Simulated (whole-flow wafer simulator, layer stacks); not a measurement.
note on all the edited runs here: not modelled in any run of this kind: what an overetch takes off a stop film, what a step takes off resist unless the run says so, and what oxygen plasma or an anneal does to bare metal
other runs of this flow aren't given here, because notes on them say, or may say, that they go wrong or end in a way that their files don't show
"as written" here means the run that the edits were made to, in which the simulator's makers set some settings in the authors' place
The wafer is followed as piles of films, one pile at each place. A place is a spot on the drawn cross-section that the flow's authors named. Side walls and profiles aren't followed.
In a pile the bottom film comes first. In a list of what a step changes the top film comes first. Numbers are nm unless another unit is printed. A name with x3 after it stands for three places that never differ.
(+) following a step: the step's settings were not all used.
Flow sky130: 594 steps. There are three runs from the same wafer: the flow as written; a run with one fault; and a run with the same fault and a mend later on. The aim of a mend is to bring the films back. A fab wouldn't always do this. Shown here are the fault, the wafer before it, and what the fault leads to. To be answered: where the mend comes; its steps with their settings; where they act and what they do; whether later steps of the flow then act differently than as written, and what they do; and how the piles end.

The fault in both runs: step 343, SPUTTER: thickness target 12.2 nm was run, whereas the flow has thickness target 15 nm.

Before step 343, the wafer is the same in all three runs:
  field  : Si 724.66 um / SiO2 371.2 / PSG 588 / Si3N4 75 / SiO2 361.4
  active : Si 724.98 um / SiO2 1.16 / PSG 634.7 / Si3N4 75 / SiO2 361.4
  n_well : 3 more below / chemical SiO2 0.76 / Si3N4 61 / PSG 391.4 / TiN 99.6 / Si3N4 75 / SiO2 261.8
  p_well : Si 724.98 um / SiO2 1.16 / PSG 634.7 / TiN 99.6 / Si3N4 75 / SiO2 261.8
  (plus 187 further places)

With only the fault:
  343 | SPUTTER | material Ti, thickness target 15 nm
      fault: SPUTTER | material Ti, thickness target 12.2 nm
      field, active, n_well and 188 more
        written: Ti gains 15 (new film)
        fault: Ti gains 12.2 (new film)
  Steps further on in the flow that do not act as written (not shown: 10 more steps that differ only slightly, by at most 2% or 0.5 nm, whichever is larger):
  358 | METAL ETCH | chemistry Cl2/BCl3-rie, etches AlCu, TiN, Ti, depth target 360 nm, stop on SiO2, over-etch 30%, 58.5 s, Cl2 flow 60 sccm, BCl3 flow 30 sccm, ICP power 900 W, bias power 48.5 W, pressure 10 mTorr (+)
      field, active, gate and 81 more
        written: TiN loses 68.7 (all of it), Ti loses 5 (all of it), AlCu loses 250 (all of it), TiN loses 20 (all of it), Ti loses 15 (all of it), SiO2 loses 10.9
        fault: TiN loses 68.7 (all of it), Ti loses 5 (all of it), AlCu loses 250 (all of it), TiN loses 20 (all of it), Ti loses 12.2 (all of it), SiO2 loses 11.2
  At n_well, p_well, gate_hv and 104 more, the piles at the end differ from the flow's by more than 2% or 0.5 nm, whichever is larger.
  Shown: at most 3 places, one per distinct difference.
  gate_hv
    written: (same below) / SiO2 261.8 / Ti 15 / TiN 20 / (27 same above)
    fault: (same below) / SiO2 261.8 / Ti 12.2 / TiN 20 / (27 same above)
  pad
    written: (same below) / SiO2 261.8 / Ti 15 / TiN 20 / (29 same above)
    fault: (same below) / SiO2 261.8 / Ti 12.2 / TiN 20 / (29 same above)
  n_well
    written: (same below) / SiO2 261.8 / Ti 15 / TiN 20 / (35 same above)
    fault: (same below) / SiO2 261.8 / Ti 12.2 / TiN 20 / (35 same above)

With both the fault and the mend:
  After step 343 comes the mend.
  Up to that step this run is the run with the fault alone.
  343a | SPUTTER | material Ti, thickness target 2.8 nm (the flow's step 343 again, with other settings)
      field, active, n_well and 188 more
        Ti gains 2.8
  Later steps of the flow that are run all act as written at every place that is followed.
  By the end, the piles equal the flow's at every place that both follow.
